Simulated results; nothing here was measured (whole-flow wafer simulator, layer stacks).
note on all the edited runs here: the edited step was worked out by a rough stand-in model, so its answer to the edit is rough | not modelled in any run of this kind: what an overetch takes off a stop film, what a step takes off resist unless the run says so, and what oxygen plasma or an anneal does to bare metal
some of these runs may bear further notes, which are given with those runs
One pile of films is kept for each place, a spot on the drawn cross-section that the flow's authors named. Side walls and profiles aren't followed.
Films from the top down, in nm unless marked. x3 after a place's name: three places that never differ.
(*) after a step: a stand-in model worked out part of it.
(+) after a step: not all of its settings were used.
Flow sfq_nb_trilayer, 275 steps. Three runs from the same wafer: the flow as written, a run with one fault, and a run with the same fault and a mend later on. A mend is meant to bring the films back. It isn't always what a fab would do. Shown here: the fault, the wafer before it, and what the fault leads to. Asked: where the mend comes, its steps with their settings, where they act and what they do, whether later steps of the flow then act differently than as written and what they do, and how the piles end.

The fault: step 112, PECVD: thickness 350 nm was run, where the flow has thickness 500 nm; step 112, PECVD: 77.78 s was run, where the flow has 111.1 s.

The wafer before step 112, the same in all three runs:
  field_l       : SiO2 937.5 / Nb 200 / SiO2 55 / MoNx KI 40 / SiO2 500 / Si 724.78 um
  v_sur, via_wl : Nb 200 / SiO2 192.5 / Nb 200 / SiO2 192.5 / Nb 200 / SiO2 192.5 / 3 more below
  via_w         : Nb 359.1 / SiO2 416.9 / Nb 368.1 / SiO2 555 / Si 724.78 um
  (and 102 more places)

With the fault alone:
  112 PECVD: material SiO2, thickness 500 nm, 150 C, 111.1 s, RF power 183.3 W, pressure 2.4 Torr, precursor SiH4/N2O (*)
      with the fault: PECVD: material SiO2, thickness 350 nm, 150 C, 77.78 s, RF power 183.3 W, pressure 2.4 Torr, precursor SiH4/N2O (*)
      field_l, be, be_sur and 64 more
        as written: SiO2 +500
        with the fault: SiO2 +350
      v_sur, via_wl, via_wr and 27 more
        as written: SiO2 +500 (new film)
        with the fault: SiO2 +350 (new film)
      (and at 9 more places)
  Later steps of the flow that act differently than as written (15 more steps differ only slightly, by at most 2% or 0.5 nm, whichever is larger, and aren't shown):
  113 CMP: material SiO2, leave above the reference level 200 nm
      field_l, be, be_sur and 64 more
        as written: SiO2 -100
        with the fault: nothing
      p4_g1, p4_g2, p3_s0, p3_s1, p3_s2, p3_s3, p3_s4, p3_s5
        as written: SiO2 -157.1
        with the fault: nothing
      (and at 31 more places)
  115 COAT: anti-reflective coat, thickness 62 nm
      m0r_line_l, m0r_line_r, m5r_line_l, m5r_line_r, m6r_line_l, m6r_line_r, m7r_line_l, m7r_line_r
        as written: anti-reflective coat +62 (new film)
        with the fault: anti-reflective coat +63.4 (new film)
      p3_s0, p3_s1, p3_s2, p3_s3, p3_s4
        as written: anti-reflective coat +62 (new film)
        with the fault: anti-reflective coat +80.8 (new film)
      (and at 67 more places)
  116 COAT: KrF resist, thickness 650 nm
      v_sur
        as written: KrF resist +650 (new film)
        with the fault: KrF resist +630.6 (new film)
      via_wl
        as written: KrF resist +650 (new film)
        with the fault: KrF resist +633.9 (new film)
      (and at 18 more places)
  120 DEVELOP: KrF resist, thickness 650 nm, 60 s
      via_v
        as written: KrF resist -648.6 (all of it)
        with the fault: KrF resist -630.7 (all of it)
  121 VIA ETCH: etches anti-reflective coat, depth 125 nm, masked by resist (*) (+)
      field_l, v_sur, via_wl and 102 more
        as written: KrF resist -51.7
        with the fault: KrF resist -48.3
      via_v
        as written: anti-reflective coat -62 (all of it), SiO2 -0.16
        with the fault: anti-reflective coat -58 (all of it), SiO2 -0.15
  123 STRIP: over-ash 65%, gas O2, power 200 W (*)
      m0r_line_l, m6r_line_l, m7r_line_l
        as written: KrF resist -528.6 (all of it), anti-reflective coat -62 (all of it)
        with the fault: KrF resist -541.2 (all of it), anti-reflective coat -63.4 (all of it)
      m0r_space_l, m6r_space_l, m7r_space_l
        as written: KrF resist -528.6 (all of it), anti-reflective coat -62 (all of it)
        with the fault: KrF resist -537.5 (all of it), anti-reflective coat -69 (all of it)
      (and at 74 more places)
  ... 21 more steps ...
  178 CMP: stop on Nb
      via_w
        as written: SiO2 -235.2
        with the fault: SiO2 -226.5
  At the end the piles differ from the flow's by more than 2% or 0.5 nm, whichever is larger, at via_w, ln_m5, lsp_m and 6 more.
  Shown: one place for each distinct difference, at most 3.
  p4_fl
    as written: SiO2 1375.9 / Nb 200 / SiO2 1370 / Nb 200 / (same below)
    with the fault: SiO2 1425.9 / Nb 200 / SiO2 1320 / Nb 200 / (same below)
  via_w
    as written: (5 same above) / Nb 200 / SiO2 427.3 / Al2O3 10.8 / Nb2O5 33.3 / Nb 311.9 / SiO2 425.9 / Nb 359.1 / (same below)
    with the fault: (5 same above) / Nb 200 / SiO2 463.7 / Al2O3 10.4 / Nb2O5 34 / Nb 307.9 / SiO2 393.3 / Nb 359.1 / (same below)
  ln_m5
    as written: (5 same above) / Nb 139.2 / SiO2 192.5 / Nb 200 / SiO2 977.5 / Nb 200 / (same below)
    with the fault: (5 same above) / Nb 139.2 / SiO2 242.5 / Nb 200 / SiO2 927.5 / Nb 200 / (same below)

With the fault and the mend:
  The mend comes after step 112.
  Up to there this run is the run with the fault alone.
  112a PECVD: material SiO2, thickness 150 nm, 150 C, 33.33 s, RF power 183.3 W, pressure 2.4 Torr, precursor SiH4/N2O (the flow's step 112 once more, with other settings)
      field_l, v_sur, via_wl and 102 more
        SiO2 +150
      via_w
        SiO2 +142
  Later steps of the flow that act differently than as written:
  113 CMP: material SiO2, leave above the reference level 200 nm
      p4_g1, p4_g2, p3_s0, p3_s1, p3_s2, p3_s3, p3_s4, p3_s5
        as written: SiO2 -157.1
        with the mend: SiO2 -100
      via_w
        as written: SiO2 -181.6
        with the mend: SiO2 -109.4
  At the end the piles are the same as the flow's at every place that both follow.
